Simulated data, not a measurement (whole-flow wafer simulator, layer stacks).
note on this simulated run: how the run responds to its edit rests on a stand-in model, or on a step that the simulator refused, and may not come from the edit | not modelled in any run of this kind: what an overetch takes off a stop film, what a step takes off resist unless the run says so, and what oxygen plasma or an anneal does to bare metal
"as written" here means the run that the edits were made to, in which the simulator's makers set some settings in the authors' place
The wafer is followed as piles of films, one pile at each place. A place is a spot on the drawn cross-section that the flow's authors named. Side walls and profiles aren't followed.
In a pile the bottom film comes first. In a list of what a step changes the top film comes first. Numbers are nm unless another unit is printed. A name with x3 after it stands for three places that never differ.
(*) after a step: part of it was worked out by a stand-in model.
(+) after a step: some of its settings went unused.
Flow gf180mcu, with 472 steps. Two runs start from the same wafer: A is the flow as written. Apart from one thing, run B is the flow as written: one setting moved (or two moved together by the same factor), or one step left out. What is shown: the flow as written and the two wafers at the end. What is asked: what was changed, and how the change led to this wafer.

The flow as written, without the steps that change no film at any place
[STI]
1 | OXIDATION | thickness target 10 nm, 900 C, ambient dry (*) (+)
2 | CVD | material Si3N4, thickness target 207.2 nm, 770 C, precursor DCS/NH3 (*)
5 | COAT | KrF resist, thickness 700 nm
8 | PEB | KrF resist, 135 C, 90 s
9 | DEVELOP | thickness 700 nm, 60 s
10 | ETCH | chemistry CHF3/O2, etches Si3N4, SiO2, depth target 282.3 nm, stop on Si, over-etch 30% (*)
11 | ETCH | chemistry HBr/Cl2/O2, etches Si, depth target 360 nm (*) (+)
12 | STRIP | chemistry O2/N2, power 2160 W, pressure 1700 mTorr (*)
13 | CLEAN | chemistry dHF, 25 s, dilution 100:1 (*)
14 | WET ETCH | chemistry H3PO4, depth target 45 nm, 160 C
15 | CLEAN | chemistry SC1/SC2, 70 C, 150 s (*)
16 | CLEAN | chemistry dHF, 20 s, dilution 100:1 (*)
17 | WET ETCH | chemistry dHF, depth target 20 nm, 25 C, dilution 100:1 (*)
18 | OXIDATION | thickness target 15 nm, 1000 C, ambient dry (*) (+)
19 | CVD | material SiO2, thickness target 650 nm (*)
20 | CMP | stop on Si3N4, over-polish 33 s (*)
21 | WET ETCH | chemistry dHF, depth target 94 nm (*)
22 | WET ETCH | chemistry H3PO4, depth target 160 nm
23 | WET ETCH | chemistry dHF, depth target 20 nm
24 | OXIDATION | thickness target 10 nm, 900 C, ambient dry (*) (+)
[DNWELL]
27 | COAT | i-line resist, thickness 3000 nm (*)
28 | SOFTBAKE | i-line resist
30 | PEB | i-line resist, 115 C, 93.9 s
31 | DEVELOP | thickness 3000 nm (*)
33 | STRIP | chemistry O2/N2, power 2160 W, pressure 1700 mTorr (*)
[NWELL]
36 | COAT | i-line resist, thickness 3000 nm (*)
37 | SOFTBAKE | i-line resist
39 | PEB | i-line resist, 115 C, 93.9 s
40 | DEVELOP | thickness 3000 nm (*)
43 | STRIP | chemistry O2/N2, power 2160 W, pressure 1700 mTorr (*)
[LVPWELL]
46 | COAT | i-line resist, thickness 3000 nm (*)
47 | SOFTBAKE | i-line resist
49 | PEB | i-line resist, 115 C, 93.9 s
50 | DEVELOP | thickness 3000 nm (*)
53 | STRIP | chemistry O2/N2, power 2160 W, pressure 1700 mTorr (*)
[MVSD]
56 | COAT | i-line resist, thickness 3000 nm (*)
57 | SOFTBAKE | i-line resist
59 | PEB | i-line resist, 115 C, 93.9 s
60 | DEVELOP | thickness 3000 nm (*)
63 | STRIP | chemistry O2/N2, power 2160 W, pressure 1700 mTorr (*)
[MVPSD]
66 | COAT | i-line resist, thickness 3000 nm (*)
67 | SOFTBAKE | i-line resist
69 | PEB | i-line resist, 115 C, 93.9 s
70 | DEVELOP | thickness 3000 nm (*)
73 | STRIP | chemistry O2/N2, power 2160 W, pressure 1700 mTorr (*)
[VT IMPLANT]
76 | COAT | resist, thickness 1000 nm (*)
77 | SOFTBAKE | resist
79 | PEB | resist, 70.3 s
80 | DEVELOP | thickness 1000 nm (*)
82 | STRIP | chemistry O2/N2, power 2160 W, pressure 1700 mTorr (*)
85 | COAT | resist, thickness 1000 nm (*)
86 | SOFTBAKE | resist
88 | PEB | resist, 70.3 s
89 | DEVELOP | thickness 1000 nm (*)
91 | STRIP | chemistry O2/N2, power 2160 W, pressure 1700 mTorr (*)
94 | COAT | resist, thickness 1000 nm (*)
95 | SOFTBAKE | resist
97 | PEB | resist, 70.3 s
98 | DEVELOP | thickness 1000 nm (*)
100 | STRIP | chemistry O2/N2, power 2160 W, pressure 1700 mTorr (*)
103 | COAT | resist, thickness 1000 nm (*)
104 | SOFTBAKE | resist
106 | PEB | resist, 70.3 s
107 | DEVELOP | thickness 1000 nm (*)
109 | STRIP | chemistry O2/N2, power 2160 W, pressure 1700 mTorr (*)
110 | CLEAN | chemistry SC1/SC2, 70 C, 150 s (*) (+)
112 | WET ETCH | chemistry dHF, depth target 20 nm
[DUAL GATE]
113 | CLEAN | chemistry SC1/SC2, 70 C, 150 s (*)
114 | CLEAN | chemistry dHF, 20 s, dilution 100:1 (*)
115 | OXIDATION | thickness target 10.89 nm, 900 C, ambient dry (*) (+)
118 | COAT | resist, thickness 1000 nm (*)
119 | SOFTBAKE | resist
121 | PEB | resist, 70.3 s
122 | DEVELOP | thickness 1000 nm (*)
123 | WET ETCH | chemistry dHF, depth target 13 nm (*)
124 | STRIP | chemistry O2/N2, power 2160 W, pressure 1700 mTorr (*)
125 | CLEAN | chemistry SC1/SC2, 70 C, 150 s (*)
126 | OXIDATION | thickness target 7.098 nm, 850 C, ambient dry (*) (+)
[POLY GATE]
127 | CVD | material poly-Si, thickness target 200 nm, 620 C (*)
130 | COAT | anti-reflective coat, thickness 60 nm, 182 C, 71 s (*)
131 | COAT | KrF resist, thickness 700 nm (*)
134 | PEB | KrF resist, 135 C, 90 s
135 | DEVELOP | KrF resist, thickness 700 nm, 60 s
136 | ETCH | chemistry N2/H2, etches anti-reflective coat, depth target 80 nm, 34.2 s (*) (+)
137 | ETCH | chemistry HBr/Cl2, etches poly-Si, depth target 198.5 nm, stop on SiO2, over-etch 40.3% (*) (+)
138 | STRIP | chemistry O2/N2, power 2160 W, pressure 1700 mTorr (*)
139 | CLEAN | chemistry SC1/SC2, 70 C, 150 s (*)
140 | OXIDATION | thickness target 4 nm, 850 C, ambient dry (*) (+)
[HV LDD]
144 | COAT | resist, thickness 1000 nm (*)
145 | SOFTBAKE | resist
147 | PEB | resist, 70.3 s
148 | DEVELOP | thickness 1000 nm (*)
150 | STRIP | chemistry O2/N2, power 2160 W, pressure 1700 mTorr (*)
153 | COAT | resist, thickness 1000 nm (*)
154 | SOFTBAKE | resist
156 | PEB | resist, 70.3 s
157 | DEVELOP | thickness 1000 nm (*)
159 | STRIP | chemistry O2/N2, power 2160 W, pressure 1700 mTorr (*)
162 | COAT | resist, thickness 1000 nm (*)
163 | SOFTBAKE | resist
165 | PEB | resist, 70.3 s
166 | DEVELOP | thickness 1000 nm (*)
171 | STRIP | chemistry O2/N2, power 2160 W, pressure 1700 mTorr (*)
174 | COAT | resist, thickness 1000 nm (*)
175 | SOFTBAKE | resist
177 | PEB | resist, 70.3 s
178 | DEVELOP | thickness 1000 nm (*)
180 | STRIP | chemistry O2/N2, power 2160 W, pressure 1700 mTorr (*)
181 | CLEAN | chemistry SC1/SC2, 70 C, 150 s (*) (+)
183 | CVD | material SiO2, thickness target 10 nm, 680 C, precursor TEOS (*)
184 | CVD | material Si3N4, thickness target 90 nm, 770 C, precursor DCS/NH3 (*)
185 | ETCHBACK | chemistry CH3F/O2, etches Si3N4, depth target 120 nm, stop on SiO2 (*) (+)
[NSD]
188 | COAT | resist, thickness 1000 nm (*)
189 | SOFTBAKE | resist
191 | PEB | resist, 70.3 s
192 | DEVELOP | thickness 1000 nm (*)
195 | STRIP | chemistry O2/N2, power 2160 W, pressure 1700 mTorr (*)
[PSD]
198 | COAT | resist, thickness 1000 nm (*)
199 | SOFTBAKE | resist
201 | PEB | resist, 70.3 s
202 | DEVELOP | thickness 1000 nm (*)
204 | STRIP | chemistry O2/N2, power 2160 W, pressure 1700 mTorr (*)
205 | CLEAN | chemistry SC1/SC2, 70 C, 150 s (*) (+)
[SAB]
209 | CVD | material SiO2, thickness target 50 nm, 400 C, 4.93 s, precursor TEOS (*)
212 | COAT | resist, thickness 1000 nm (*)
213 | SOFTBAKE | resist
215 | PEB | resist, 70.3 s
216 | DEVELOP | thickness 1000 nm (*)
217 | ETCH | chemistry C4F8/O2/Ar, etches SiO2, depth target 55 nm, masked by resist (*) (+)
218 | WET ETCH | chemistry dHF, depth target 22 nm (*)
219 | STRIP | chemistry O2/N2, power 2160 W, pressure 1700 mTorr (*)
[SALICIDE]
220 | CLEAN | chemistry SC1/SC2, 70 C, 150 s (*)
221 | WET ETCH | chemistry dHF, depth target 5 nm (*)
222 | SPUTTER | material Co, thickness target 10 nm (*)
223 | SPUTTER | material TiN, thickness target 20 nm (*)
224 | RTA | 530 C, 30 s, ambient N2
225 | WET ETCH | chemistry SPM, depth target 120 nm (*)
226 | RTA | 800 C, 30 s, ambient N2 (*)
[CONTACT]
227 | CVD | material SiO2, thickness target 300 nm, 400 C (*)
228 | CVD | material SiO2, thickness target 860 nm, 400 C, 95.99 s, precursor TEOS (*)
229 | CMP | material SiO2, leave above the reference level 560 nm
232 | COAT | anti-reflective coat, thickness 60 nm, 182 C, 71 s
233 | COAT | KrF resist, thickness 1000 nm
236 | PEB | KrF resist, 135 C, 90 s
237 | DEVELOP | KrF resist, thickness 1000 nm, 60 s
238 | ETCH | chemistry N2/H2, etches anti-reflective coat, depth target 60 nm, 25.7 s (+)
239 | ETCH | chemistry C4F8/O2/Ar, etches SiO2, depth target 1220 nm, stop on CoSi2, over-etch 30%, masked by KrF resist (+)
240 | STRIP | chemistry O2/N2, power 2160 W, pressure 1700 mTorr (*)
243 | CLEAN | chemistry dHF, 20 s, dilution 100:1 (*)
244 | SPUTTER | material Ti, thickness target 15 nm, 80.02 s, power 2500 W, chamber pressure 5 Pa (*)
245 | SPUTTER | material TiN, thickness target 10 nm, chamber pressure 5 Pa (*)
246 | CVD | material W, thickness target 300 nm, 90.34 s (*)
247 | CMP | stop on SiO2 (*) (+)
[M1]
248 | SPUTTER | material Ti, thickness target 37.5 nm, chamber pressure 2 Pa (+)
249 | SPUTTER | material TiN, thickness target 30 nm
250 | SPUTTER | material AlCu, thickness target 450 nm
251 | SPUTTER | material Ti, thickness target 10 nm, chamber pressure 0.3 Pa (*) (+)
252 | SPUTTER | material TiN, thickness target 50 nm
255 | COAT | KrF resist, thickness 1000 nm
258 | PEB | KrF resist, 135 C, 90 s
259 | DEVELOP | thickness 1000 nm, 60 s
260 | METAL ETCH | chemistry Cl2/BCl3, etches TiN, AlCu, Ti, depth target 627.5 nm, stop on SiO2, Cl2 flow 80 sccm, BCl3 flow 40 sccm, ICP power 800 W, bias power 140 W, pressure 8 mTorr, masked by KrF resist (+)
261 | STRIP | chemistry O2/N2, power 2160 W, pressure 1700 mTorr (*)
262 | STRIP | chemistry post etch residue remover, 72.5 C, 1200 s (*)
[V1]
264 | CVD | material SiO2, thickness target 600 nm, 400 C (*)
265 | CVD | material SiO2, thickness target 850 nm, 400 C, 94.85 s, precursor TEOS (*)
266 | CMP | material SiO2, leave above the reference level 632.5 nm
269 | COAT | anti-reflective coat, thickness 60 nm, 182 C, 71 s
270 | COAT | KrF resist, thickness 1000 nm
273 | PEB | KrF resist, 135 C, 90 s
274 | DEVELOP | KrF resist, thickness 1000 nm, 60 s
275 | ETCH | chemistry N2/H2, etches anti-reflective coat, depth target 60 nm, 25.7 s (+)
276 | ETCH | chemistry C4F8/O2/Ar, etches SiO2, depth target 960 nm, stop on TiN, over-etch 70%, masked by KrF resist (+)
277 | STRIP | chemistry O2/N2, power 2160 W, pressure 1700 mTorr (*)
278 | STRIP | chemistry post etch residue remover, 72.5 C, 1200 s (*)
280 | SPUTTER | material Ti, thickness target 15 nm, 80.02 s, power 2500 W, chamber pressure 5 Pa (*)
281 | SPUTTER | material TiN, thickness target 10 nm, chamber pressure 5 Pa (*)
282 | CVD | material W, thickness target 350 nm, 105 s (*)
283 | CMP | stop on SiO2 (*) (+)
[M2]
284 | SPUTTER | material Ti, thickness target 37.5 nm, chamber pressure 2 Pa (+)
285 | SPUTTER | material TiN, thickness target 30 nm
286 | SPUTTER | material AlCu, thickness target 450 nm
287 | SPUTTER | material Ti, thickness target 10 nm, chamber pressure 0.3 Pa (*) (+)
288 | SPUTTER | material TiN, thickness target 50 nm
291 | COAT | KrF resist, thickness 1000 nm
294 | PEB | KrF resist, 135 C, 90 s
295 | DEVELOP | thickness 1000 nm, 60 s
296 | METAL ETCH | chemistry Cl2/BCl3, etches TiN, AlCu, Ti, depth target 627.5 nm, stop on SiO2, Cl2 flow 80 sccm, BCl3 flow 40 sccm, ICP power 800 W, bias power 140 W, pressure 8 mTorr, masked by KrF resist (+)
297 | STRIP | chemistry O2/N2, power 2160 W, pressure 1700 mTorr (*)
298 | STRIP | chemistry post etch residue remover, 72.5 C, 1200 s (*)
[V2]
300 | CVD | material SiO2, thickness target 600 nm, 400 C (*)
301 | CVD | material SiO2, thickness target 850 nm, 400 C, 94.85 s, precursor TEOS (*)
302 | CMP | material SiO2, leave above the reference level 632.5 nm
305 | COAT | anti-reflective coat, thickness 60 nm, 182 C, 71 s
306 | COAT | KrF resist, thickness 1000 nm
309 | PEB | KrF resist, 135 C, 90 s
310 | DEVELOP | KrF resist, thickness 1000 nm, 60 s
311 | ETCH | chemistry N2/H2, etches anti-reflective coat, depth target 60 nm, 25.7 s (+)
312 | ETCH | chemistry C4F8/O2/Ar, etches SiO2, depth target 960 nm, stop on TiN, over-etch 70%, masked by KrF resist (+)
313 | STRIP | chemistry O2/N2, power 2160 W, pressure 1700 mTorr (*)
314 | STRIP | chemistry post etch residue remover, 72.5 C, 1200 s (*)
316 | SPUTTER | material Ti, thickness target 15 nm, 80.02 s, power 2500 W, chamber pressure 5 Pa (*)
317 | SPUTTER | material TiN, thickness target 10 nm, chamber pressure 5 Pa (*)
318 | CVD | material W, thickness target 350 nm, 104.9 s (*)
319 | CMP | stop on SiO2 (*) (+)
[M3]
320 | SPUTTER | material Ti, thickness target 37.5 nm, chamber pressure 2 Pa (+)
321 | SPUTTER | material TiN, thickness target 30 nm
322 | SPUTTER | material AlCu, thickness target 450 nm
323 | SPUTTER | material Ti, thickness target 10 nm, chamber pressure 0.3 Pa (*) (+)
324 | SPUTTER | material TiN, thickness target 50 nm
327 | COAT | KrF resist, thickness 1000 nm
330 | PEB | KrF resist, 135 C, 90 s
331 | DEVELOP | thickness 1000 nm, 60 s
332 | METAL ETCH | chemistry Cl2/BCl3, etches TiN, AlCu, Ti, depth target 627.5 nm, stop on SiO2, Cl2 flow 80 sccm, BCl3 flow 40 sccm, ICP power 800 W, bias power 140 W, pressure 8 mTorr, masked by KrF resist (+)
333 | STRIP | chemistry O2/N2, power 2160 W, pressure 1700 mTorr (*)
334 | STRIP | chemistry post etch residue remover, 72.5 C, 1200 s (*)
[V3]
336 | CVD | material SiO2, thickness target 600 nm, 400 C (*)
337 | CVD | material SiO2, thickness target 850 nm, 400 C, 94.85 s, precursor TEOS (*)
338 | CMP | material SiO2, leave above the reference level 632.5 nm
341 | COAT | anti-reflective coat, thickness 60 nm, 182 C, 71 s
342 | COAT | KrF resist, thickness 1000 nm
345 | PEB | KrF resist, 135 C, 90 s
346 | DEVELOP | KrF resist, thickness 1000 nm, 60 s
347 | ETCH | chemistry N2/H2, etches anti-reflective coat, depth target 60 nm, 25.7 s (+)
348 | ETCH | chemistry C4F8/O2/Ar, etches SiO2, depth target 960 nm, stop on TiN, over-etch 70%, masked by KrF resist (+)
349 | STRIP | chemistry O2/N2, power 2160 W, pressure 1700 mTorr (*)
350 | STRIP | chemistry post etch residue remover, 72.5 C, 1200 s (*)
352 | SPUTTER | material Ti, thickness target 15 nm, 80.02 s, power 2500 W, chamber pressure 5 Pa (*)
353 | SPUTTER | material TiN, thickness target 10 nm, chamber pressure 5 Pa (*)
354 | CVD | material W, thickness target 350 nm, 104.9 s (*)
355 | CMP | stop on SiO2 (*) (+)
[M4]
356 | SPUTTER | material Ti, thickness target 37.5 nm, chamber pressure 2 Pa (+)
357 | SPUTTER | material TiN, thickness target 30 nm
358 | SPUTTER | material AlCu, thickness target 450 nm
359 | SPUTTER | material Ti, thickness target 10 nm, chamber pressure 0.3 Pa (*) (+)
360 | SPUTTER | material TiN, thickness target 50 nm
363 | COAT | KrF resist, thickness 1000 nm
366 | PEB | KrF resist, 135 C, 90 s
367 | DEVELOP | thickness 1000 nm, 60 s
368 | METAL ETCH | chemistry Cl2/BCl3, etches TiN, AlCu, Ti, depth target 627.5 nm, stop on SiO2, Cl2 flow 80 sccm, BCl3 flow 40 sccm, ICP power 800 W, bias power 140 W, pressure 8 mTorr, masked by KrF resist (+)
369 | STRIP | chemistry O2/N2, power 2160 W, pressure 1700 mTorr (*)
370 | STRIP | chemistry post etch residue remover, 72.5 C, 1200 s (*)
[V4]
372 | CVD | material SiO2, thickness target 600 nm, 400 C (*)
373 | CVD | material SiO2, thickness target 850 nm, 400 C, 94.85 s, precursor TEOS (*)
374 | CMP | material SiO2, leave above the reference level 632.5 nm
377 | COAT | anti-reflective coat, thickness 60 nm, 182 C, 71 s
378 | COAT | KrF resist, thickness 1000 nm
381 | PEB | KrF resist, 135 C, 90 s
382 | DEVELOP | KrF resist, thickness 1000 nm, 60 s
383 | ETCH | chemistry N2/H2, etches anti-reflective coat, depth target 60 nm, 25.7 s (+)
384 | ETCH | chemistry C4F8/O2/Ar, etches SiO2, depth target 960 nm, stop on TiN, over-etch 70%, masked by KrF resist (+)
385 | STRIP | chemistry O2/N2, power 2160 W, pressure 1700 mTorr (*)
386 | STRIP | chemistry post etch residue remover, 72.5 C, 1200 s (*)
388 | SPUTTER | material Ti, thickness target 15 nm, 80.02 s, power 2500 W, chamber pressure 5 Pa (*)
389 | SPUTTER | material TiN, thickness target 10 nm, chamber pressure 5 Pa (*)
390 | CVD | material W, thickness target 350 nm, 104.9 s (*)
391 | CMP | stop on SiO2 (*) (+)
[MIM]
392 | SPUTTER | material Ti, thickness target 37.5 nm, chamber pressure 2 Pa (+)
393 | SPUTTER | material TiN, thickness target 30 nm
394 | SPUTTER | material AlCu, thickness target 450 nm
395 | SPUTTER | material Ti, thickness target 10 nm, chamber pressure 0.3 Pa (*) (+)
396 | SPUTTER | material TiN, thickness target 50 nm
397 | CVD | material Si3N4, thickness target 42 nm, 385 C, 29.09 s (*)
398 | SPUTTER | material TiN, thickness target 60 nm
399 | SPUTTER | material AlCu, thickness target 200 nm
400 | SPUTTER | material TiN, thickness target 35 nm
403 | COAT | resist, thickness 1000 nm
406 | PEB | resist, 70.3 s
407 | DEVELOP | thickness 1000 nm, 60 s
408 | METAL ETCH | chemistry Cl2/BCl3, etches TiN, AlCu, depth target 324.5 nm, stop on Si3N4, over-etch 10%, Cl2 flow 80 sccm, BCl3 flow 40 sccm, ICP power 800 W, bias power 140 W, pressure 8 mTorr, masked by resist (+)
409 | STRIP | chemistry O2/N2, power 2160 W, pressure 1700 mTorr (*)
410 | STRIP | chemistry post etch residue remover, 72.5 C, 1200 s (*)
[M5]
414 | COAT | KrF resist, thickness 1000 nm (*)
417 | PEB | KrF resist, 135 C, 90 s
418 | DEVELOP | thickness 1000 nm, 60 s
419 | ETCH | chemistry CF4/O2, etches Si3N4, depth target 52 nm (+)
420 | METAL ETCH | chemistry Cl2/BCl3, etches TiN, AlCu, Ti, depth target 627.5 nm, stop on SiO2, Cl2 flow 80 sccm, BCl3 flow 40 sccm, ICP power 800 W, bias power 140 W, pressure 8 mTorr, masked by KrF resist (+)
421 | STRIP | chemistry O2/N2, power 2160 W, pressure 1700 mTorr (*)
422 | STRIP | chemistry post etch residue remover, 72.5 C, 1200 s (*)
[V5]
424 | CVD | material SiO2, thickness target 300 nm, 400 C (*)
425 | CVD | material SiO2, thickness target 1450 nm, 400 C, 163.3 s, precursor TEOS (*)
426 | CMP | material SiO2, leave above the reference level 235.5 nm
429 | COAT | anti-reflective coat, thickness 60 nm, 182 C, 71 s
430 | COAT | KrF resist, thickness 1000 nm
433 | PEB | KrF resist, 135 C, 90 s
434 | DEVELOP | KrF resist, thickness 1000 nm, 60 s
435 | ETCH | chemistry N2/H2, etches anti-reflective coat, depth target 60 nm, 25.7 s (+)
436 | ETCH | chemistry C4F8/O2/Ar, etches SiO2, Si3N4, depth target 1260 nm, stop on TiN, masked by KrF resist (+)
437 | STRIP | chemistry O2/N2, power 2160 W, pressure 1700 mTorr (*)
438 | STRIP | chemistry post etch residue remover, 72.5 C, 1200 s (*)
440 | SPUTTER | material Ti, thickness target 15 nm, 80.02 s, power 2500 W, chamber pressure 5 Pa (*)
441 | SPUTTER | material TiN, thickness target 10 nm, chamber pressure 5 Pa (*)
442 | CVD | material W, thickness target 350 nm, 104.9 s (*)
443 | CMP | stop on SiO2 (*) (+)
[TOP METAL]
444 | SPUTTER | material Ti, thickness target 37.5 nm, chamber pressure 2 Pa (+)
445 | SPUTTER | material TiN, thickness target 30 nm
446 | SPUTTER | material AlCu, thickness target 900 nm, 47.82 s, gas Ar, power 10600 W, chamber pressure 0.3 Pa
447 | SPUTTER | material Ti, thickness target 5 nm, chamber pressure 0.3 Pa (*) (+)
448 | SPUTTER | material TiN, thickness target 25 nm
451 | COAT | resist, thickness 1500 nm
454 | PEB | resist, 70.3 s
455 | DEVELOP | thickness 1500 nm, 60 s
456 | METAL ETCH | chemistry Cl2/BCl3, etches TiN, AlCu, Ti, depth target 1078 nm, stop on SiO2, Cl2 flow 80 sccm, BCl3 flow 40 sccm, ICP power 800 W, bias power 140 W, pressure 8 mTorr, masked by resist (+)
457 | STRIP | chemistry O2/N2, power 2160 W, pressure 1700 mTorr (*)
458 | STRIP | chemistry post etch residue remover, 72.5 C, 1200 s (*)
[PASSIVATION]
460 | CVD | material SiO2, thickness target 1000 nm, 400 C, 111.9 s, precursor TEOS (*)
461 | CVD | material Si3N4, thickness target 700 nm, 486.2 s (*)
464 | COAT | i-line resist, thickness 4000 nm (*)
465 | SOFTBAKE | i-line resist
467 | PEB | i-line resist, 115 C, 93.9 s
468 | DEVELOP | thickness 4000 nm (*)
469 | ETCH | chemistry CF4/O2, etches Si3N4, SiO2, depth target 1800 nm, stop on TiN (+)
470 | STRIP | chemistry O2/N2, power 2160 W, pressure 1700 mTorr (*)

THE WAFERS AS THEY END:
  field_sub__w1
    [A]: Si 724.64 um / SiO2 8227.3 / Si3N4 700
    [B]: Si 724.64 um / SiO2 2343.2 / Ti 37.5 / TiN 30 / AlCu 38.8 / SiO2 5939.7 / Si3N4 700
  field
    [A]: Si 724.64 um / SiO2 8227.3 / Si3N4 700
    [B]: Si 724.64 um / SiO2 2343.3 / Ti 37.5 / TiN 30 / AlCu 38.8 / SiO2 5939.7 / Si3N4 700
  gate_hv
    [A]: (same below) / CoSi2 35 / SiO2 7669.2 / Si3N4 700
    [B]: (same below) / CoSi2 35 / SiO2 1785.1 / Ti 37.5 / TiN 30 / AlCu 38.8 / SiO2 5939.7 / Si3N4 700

What caused this: step 286, SPUTTER: thickness target 612 nm was run, though the flow has thickness target 450 nm.

How this came from the change, step by step:
  286 | SPUTTER | material AlCu, thickness target 450 nm
      field, field__w1, field__w2 and 108 more: A AlCu gains 450 (new film) | B AlCu gains 612 (new film)
  296 | METAL ETCH | chemistry Cl2/BCl3, etches TiN, AlCu, Ti, depth target 627.5 nm, stop on SiO2, Cl2 flow 80 sccm, BCl3 flow 40 sccm, ICP power 800 W, bias power 140 W, pressure 8 mTorr, masked by KrF resist (+)
      field, field__w1, field__w2 and 103 more: A TiN loses 50 (all of it), Ti loses 10 (all of it), AlCu loses 450 (all of it), TiN loses 30 (all of it), Ti loses 37.5 (all of it) | B TiN loses 50 (all of it), Ti loses 10 (all of it), AlCu loses 567.5
  298 | STRIP | chemistry post etch residue remover, 72.5 C, 1200 s (*)
      field, field__w1, field__w2 and 103 more: A nothing | B AlCu loses 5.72
  300 | CVD | material SiO2, thickness target 600 nm, 400 C (*)
      field, field__w1, field__w2 and 103 more: A SiO2 gains 600 | B SiO2 gains 600 (new film)
  302 | CMP | material SiO2, leave above the reference level 632.5 nm
      field, field__w1, field__w2 and 103 more: A SiO2 loses 300 | B SiO2 loses 244.3
Taking metal films that touch as one body, field_sub__w1 has 1 body; the flow as written gives 0 bodies.
Taking metal films that touch as one body, field has 1 body; the flow as written gives 0 bodies.
Taking metal films that touch as one body, gate_hv has 2 bodies (between them, from the top down: SiO2 1785.1); the flow as written gives 1 body.
